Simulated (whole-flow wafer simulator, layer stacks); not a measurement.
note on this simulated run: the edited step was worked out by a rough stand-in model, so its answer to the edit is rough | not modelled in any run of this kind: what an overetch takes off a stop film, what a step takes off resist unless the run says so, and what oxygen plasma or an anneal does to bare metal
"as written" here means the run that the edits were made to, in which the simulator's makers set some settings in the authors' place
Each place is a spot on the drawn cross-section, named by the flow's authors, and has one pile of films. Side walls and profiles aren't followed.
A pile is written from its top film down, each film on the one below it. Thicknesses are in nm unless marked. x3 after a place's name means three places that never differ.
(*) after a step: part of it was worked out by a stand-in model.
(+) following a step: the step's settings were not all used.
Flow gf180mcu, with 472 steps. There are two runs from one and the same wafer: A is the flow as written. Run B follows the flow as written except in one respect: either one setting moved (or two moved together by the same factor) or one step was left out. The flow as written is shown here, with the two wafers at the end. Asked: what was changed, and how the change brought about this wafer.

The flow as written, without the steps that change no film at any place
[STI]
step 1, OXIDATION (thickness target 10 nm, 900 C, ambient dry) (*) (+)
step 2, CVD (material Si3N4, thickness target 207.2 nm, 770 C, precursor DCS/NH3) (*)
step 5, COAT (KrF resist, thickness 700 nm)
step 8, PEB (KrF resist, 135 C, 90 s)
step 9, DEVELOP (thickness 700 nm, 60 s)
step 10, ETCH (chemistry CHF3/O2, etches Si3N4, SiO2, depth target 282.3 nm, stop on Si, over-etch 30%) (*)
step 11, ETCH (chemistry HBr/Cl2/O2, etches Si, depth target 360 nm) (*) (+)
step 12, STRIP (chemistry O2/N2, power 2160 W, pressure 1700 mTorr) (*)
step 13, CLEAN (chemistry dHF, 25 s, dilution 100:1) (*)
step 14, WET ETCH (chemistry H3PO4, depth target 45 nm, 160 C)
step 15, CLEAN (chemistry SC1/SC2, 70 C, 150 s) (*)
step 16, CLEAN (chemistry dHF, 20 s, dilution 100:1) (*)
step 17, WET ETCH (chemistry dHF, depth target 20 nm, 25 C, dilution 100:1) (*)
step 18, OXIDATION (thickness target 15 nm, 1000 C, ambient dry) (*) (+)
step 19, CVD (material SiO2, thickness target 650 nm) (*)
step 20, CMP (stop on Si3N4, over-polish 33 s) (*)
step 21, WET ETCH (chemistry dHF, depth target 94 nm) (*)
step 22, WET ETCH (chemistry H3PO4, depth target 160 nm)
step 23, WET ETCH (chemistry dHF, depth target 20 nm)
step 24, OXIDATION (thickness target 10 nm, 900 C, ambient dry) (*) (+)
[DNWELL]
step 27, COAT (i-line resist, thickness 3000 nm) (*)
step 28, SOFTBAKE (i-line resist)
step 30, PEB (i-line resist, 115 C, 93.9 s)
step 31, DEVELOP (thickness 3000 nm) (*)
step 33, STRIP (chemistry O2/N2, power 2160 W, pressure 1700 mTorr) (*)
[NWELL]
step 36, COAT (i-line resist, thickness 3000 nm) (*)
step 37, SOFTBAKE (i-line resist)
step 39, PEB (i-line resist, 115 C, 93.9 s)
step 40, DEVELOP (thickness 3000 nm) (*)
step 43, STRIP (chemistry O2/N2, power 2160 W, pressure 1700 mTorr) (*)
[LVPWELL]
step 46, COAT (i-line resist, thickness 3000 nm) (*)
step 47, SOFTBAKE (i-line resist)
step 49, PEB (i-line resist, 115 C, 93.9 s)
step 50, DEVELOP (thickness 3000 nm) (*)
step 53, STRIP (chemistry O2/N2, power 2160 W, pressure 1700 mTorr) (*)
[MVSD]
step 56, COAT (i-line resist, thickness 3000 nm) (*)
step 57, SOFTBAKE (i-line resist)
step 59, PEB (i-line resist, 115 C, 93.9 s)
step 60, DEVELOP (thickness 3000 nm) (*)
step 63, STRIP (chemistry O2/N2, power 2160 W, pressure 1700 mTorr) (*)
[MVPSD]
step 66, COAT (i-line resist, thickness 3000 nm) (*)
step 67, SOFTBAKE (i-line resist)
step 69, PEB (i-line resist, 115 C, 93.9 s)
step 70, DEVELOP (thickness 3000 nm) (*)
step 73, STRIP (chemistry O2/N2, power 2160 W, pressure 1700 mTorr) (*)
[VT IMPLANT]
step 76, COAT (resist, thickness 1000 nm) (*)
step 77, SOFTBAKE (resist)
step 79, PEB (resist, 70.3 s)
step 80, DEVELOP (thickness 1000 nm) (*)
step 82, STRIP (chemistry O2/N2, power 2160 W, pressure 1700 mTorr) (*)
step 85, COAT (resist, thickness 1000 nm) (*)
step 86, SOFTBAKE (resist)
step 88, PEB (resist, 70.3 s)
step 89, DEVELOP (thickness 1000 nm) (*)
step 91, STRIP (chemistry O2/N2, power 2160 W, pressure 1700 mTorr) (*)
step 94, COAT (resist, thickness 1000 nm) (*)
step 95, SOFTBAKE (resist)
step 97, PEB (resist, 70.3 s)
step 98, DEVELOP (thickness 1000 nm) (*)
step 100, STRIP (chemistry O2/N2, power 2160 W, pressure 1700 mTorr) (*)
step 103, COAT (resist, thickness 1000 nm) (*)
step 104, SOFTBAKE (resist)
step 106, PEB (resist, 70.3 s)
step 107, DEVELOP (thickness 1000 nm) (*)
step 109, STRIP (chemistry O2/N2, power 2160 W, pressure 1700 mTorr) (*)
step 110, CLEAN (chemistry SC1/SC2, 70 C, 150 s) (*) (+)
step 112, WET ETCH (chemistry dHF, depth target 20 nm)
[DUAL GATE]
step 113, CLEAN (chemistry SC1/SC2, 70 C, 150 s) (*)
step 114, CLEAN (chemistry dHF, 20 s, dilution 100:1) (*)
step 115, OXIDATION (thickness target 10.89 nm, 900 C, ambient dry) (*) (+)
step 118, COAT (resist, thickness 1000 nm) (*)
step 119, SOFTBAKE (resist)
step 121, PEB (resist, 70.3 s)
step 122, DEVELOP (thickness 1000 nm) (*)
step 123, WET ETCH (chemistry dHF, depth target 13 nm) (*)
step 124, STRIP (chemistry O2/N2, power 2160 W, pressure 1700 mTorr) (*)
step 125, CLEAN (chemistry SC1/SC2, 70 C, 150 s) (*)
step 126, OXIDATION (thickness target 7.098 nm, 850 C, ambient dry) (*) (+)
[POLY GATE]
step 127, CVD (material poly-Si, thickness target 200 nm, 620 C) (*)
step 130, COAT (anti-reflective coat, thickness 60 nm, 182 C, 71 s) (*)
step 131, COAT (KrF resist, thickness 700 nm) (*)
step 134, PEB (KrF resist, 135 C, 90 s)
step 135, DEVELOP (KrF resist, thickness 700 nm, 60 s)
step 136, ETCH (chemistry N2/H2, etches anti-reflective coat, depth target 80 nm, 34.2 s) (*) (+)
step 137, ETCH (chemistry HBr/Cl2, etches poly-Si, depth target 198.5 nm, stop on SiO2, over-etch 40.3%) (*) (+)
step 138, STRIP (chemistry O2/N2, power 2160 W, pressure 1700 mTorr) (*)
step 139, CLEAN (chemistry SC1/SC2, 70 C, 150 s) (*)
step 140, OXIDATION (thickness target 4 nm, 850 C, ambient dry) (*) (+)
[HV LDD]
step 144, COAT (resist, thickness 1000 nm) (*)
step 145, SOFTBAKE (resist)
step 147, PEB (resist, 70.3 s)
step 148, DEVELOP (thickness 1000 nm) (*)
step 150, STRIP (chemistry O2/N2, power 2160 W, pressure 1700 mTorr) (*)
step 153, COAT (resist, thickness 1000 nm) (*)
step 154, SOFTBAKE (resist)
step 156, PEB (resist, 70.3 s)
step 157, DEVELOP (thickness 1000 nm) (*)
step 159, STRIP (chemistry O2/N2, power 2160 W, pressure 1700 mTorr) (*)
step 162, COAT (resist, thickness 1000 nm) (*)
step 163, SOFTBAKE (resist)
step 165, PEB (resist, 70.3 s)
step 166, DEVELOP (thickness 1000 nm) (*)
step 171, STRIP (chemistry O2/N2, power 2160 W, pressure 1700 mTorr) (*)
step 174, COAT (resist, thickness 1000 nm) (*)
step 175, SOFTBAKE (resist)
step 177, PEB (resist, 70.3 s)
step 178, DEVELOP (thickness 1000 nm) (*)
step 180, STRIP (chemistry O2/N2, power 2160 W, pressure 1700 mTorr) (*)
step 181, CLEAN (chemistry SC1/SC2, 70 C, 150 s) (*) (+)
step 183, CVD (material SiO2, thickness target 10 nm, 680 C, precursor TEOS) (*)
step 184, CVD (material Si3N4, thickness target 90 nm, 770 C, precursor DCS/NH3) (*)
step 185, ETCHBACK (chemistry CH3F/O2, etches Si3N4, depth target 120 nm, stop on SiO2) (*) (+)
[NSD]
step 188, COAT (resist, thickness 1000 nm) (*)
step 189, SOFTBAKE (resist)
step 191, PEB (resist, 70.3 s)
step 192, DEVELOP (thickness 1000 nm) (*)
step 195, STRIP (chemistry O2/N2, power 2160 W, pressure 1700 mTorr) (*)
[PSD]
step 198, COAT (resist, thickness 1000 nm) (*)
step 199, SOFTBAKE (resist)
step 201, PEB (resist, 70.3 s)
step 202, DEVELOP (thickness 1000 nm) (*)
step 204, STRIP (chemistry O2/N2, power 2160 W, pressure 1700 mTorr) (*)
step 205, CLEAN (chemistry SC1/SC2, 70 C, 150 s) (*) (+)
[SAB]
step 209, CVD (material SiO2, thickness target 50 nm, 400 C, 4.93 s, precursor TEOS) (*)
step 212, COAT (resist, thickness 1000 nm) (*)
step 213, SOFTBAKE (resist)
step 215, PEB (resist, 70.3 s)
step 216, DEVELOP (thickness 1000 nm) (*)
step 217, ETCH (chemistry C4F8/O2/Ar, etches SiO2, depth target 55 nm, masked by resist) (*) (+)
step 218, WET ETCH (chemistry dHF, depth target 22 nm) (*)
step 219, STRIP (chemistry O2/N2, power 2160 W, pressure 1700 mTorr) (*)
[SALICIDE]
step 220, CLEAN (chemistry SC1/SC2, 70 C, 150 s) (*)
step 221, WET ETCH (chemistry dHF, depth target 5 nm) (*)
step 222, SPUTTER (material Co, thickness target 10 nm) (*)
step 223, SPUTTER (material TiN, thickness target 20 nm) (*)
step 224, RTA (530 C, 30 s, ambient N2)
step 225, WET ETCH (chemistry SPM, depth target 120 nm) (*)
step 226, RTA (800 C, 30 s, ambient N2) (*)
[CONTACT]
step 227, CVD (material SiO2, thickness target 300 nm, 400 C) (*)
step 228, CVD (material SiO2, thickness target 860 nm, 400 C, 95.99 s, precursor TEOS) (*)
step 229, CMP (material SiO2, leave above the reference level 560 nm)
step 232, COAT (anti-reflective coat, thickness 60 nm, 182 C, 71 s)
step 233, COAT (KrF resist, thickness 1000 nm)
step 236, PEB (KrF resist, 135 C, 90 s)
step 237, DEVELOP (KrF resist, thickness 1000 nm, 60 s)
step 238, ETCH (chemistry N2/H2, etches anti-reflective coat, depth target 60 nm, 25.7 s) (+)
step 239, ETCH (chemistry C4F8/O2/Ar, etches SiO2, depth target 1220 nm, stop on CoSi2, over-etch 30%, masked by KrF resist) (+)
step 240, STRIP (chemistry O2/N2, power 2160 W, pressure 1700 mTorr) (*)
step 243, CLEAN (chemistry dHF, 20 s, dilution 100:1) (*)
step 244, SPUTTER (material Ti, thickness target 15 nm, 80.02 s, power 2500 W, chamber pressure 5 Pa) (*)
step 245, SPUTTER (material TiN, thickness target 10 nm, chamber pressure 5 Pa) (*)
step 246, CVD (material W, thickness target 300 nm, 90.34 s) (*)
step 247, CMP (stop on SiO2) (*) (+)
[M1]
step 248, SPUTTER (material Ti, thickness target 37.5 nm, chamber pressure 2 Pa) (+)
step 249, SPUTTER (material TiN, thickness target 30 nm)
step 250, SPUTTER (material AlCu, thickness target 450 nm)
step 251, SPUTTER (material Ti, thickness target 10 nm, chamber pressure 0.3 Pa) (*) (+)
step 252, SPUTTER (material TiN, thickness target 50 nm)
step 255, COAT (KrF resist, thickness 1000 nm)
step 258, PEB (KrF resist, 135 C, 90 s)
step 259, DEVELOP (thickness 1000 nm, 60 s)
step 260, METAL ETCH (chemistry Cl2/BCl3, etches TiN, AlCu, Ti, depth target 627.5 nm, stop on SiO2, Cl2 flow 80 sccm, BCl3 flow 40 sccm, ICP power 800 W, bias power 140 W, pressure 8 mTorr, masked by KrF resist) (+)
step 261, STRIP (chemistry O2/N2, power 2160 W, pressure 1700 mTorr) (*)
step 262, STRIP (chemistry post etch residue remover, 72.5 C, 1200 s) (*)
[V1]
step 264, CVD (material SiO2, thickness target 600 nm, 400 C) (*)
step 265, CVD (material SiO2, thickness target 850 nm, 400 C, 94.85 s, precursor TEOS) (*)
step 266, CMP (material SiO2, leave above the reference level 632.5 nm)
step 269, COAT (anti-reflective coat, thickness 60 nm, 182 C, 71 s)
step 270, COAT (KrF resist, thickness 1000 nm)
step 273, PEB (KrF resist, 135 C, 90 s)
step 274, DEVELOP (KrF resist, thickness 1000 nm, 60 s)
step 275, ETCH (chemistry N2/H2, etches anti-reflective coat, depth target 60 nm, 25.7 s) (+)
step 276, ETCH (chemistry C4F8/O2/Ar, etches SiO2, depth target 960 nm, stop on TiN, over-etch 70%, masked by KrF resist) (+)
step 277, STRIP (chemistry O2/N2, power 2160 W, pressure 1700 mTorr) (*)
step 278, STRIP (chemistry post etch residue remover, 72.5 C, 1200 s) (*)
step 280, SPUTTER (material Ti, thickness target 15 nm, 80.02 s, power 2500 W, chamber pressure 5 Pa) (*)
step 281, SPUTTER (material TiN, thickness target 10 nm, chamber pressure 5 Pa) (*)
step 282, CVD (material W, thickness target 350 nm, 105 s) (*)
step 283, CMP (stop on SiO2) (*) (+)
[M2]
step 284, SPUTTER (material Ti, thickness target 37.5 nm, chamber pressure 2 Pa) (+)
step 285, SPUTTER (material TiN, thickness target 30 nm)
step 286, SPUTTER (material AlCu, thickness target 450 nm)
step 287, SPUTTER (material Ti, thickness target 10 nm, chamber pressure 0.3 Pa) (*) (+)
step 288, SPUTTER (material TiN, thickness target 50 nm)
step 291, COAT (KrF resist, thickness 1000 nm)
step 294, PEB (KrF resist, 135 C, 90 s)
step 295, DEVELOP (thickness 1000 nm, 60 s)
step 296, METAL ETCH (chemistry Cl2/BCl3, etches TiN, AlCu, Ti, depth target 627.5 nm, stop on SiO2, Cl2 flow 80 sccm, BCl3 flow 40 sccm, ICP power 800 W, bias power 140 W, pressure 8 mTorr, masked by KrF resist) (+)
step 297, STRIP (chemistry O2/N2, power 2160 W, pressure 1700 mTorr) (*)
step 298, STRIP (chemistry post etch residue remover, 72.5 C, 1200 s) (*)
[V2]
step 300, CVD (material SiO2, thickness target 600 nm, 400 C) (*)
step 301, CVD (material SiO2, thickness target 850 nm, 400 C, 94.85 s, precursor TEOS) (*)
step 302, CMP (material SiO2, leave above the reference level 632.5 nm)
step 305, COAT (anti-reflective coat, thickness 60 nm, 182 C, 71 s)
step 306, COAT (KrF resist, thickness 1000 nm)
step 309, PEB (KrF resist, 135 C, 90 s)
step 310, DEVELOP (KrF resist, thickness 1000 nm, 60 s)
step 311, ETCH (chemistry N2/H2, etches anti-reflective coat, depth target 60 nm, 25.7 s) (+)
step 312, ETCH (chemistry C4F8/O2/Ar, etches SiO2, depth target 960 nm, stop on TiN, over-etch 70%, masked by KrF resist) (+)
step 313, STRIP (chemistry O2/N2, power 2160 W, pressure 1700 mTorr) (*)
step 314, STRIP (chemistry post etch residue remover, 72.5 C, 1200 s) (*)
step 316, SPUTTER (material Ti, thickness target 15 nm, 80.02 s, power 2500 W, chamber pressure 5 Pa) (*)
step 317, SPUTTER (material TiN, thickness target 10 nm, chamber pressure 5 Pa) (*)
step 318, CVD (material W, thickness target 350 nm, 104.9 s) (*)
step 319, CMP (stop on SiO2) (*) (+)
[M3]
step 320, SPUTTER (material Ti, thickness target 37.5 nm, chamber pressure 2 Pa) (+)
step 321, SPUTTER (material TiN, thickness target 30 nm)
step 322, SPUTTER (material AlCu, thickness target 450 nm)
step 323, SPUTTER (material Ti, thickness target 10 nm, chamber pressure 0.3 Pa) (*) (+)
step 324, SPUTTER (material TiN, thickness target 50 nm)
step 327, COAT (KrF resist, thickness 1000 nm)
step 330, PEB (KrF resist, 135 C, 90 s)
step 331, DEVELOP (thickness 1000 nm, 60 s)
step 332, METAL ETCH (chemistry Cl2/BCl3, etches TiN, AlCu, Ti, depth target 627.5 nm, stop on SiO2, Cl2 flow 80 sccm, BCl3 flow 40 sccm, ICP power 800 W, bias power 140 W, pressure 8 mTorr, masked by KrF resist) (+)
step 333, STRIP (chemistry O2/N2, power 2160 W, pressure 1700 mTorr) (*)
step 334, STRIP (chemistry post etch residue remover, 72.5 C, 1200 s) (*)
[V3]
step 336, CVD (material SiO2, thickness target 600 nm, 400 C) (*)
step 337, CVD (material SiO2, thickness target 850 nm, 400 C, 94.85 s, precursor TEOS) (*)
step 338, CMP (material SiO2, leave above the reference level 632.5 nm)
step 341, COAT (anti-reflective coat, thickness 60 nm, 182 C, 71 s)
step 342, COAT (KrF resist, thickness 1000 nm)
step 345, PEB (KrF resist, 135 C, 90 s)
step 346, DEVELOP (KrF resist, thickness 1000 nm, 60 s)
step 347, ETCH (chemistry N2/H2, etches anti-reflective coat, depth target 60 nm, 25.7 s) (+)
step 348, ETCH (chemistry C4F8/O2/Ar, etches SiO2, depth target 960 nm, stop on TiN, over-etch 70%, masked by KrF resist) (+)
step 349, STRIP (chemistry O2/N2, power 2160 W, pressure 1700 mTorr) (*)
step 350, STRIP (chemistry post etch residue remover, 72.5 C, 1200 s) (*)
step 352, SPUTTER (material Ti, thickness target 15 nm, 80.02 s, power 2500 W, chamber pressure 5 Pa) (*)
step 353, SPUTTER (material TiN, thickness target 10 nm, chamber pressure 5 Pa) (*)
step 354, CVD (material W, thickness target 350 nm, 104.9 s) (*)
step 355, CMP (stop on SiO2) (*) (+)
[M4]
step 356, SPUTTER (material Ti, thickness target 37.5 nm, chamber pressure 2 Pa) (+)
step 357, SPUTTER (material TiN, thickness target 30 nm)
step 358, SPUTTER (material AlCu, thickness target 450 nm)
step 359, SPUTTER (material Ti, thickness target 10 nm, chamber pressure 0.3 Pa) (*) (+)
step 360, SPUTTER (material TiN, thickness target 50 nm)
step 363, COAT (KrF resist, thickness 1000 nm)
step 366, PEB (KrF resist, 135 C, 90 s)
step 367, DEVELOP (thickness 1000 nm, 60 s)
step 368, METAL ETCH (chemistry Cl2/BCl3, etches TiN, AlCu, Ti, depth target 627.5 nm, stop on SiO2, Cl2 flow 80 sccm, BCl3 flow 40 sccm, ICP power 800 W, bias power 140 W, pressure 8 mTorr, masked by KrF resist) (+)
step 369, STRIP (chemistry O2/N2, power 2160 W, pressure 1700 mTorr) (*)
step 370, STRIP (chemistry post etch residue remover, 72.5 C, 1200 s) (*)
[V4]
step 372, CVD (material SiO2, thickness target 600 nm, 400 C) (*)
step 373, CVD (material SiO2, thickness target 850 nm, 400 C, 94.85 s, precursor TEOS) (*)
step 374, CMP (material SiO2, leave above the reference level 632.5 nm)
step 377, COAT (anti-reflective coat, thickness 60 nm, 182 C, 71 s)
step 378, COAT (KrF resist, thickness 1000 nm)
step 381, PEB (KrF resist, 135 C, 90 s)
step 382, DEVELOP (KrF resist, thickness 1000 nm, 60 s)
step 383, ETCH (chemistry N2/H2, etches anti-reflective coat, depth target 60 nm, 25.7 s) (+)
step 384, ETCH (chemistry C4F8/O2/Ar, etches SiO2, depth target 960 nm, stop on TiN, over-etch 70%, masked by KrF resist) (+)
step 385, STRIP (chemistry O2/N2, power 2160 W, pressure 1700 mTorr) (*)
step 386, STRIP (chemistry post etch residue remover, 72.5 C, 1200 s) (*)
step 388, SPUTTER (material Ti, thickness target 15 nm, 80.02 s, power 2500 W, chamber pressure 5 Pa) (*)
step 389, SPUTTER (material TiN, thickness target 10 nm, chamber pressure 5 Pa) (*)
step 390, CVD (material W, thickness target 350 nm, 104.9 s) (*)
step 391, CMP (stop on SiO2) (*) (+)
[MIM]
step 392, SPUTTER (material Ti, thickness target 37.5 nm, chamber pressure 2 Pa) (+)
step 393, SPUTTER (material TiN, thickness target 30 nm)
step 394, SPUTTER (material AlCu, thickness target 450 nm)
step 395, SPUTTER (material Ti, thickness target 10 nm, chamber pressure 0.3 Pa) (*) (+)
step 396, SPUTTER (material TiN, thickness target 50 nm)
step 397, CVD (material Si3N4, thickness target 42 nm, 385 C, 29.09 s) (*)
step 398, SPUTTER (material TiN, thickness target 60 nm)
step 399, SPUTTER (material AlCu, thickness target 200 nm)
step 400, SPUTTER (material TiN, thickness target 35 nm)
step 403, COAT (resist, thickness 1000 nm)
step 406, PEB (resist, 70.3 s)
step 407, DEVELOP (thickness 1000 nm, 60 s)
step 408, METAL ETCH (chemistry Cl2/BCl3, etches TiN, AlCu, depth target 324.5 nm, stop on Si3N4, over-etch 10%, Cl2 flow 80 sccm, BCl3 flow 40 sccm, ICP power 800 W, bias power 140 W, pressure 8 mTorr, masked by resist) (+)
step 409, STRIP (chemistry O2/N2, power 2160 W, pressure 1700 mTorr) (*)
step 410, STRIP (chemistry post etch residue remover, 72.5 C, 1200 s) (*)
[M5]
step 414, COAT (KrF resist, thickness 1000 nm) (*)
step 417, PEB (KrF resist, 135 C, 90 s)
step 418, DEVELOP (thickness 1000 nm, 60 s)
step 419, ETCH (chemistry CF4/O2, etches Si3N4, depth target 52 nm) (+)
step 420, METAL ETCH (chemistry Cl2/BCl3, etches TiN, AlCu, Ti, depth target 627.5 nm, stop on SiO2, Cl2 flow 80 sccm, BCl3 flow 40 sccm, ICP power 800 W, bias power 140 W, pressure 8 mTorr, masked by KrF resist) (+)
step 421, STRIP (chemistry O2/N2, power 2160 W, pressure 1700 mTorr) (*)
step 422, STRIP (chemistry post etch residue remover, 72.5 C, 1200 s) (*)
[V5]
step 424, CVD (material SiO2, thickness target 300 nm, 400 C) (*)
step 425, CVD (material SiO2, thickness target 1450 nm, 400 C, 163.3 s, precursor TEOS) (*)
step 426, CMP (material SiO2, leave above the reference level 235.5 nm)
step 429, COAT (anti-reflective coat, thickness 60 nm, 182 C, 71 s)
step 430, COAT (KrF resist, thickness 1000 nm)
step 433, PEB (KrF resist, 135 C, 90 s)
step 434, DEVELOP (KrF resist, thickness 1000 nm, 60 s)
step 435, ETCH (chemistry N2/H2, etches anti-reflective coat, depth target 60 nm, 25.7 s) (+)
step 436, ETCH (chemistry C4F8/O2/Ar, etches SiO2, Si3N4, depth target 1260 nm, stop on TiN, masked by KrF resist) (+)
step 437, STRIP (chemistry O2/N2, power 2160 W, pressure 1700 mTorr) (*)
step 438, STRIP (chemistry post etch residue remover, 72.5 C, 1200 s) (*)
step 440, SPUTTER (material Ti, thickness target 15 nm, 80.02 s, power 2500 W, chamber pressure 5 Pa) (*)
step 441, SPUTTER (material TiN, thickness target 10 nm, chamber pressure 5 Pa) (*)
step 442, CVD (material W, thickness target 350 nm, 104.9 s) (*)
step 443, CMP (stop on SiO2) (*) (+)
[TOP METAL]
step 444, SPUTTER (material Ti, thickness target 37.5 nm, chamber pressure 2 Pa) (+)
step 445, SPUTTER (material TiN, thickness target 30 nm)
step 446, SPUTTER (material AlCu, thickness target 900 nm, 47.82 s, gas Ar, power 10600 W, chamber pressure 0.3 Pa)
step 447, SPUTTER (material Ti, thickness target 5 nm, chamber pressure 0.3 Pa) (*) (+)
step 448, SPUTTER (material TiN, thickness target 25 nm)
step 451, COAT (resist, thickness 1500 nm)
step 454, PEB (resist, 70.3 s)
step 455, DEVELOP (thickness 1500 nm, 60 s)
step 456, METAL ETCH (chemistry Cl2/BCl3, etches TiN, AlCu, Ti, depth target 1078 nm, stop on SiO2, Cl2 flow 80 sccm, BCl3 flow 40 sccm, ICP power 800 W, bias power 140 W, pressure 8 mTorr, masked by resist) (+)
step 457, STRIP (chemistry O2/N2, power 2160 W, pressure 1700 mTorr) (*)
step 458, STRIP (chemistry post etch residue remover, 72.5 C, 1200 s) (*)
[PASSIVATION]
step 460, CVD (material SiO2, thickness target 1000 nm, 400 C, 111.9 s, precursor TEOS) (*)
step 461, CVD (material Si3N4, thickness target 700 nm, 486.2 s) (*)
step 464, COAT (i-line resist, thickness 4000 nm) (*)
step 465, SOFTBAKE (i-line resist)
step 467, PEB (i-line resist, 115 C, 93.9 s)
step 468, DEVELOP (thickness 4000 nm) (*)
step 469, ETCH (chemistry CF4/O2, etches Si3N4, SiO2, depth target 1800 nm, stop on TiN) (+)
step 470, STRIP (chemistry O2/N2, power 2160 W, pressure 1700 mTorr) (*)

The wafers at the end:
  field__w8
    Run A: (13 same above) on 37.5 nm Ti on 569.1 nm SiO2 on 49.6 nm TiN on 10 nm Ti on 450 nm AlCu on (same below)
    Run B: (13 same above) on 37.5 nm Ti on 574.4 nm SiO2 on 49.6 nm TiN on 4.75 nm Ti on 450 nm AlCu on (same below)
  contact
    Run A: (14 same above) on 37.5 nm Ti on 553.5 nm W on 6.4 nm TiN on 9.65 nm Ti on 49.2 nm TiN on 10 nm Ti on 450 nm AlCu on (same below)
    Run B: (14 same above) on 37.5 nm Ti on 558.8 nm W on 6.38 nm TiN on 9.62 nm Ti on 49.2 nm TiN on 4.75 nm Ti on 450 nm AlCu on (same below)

What caused this: step 359, SPUTTER: thickness target 4.75 nm was run, whereas the flow has thickness target 10 nm.
The wafer itself shows it: field__w8 has Ti 4.75, and step 359 as written asks for 10 nm.

How this came from the change, step by step:
  step 359, SPUTTER (material Ti, thickness target 10 nm, chamber pressure 0.3 Pa) (*) (+)
      field, field__w1, field__w2 and 108 more: A Ti gains 10 (new film) | B Ti gains 4.75 (new film)
  step 368, METAL ETCH (chemistry Cl2/BCl3, etches TiN, AlCu, Ti, depth target 627.5 nm, stop on SiO2, Cl2 flow 80 sccm, BCl3 flow 40 sccm, ICP power 800 W, bias power 140 W, pressure 8 mTorr, masked by KrF resist) (+)
      field, field__w1, field__w2 and 103 more: A TiN loses 50 (all of it), Ti loses 10 (all of it), AlCu loses 450 (all of it), TiN loses 30 (all of it), Ti loses 37.5 (all of it) | B TiN loses 50 (all of it), Ti loses 4.75 (all of it), AlCu loses 450 (all of it), TiN loses 30 (all of it), Ti loses 37.5 (all of it)
